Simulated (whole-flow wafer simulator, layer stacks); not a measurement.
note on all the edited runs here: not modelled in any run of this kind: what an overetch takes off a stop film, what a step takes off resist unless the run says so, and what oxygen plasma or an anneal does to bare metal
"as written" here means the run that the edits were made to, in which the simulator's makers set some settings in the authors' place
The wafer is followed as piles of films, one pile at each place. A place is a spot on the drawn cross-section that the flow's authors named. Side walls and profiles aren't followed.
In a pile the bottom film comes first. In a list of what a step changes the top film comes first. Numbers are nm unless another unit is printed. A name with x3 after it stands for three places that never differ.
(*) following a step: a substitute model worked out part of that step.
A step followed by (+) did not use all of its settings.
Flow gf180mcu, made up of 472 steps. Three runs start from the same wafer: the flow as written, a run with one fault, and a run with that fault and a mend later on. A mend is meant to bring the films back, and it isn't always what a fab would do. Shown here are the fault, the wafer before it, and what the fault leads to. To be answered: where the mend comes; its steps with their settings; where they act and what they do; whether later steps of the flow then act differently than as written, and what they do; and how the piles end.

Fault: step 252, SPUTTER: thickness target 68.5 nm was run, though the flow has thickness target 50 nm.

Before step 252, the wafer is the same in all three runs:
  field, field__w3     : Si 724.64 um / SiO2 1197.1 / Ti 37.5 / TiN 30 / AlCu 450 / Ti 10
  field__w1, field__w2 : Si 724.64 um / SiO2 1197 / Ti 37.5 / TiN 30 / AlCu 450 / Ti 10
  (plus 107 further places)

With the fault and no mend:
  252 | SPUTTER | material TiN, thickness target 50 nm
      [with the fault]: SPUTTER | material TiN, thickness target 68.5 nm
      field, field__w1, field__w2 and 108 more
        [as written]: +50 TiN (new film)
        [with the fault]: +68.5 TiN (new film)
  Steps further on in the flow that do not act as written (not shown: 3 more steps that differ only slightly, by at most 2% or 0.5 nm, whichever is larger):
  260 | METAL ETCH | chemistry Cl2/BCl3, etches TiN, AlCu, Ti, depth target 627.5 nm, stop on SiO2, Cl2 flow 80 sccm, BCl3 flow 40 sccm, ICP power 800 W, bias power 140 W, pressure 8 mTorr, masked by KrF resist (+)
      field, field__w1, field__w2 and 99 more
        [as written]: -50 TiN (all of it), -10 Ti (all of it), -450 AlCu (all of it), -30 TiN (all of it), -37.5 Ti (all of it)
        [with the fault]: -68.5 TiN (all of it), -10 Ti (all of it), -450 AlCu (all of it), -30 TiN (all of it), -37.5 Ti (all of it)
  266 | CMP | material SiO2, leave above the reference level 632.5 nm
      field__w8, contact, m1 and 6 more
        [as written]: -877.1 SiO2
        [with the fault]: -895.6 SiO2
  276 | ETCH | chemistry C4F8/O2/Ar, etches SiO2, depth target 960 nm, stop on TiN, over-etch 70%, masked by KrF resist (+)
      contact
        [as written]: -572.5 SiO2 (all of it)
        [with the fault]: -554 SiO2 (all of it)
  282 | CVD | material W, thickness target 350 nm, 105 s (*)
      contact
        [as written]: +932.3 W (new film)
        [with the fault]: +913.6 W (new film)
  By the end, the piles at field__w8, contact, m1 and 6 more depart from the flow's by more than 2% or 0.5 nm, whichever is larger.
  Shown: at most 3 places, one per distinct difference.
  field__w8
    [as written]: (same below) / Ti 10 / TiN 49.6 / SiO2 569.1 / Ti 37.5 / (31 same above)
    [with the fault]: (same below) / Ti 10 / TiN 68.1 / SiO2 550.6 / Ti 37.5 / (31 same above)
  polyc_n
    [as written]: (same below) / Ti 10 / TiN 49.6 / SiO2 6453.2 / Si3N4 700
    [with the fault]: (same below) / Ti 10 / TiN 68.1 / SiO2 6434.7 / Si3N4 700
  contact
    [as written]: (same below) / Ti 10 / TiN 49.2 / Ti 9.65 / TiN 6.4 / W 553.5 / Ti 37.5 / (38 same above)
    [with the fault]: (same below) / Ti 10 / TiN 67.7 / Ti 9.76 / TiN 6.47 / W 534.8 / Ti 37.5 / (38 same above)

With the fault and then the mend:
  After step 252 comes the mend.
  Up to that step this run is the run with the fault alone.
  252a | METAL ETCH | chemistry Cl2/BCl3, etches TiN, AlCu, Ti, depth target 18.5 nm, Cl2 flow 80 sccm, BCl3 flow 40 sccm, ICP power 800 W, bias power 140 W, pressure 8 mTorr
      field, field__w1, field__w2 and 108 more
        -18.5 TiN
  Every later step of the flow that is run acts as written at every place that is followed.
  By the end, the piles equal the flow's at every place that both follow.
